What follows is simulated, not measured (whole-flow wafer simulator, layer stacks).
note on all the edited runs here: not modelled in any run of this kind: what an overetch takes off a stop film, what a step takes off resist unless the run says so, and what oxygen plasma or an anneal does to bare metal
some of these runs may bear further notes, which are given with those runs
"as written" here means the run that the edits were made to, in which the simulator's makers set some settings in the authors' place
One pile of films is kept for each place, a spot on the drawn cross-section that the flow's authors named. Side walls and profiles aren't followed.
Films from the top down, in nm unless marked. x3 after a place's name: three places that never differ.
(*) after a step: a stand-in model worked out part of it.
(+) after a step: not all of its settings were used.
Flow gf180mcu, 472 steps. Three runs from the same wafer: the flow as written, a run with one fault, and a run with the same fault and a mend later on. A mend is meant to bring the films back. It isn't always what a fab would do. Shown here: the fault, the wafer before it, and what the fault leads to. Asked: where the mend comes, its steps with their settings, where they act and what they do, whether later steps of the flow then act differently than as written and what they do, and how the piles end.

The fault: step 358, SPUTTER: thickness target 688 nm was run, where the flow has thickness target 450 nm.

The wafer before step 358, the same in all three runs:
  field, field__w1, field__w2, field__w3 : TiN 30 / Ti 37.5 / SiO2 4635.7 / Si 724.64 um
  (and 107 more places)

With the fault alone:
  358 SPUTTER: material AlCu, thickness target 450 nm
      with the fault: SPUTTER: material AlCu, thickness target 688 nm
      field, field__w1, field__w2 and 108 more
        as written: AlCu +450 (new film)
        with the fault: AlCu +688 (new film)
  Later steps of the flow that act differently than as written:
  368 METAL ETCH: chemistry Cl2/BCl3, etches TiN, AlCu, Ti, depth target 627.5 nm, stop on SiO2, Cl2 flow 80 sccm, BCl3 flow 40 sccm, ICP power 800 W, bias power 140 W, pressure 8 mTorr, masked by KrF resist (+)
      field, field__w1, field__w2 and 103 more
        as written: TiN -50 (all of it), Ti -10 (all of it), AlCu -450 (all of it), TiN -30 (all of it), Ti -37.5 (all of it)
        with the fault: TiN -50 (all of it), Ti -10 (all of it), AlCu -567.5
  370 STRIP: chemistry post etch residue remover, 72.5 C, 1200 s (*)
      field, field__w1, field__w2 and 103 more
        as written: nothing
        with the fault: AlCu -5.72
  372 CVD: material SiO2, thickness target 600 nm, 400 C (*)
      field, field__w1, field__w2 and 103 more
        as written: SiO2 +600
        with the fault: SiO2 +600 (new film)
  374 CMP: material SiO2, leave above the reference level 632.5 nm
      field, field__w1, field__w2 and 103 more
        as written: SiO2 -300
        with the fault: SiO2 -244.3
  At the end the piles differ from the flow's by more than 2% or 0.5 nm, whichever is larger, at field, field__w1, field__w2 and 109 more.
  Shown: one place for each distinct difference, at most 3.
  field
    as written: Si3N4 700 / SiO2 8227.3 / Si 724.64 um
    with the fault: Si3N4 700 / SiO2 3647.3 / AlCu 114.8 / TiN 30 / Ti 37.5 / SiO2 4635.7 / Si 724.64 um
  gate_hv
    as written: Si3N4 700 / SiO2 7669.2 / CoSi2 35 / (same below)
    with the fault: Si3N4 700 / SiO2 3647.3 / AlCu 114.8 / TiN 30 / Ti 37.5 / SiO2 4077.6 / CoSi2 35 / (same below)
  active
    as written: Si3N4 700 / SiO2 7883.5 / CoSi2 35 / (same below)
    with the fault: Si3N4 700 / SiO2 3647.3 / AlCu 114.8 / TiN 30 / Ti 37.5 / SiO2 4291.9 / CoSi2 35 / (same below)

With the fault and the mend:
  The mend comes after step 358.
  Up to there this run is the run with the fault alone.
  358a METAL ETCH: chemistry Cl2/BCl3, etches TiN, AlCu, Ti, depth target 238 nm, Cl2 flow 80 sccm, BCl3 flow 40 sccm, ICP power 800 W, bias power 140 W, pressure 8 mTorr (the flow's step 260 once more, with other settings)
      field, field__w1, field__w2 and 108 more
        AlCu -238
  No later step of the flow acts differently than as written at any place that is followed.
  At the end the piles are the same as the flow's at every place that both follow.
